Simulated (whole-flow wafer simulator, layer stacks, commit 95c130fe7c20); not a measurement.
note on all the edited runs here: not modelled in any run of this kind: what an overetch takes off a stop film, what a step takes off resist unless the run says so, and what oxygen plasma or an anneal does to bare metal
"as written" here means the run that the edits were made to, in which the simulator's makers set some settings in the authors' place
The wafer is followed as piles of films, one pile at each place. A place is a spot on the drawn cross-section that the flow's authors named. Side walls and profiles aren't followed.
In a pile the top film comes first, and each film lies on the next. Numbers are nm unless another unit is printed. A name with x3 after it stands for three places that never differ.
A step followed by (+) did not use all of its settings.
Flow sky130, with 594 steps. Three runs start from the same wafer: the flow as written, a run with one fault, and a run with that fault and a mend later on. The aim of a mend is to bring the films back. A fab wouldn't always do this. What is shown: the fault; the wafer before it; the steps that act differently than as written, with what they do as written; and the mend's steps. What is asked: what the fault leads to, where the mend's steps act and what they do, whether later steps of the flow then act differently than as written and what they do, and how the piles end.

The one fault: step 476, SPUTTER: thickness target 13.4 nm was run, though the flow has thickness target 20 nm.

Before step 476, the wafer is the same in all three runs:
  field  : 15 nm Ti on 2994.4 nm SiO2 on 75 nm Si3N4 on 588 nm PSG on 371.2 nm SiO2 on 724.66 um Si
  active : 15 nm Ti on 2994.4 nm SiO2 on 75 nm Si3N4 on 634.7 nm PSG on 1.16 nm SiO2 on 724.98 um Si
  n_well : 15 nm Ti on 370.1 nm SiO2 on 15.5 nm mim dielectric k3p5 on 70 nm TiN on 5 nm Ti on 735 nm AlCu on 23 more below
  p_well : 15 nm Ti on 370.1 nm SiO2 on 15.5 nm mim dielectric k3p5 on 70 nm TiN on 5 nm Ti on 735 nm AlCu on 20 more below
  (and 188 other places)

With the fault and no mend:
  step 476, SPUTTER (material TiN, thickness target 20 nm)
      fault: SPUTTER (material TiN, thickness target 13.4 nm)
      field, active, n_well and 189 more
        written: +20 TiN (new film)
        fault: +13.4 TiN (new film)
  Steps later in the flow that act otherwise than as written (not shown: 7 more steps that differ only slightly, by at most 2% or 0.5 nm, whichever is larger):
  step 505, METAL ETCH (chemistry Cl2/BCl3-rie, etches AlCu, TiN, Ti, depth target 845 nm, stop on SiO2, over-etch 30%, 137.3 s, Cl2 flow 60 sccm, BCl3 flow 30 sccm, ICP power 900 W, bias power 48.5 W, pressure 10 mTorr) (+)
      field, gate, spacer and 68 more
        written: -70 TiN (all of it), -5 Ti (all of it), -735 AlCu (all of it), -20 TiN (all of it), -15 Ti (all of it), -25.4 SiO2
        fault: -70 TiN (all of it), -5 Ti (all of it), -735 AlCu (all of it), -13.4 TiN (all of it), -15 Ti (all of it), -26 SiO2
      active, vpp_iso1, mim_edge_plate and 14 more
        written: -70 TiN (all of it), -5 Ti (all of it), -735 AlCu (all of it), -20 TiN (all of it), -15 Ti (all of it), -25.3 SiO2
        fault: -70 TiN (all of it), -5 Ti (all of it), -735 AlCu (all of it), -13.4 TiN (all of it), -15 Ti (all of it), -26 SiO2
  At n_well, p_well, gate_hv and 102 more, the piles at the end differ from the flow's by more than 2% or 0.5 nm, whichever is larger.
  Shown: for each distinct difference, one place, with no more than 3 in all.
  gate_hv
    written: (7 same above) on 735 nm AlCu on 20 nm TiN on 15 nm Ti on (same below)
    fault: (7 same above) on 735 nm AlCu on 13.4 nm TiN on 15 nm Ti on (same below)
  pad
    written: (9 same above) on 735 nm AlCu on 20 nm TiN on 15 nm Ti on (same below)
    fault: (9 same above) on 735 nm AlCu on 13.4 nm TiN on 15 nm Ti on (same below)
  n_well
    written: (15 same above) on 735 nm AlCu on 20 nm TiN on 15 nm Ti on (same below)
    fault: (15 same above) on 735 nm AlCu on 13.4 nm TiN on 15 nm Ti on (same below)

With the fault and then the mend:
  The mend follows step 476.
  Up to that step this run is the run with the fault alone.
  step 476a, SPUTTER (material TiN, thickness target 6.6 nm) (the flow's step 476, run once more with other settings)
      field, active, n_well and 189 more
        +6.6 TiN
  Every later step of the flow that is run acts as written at every place that is followed.
  The piles end the same as the flow's at every place that both follow.
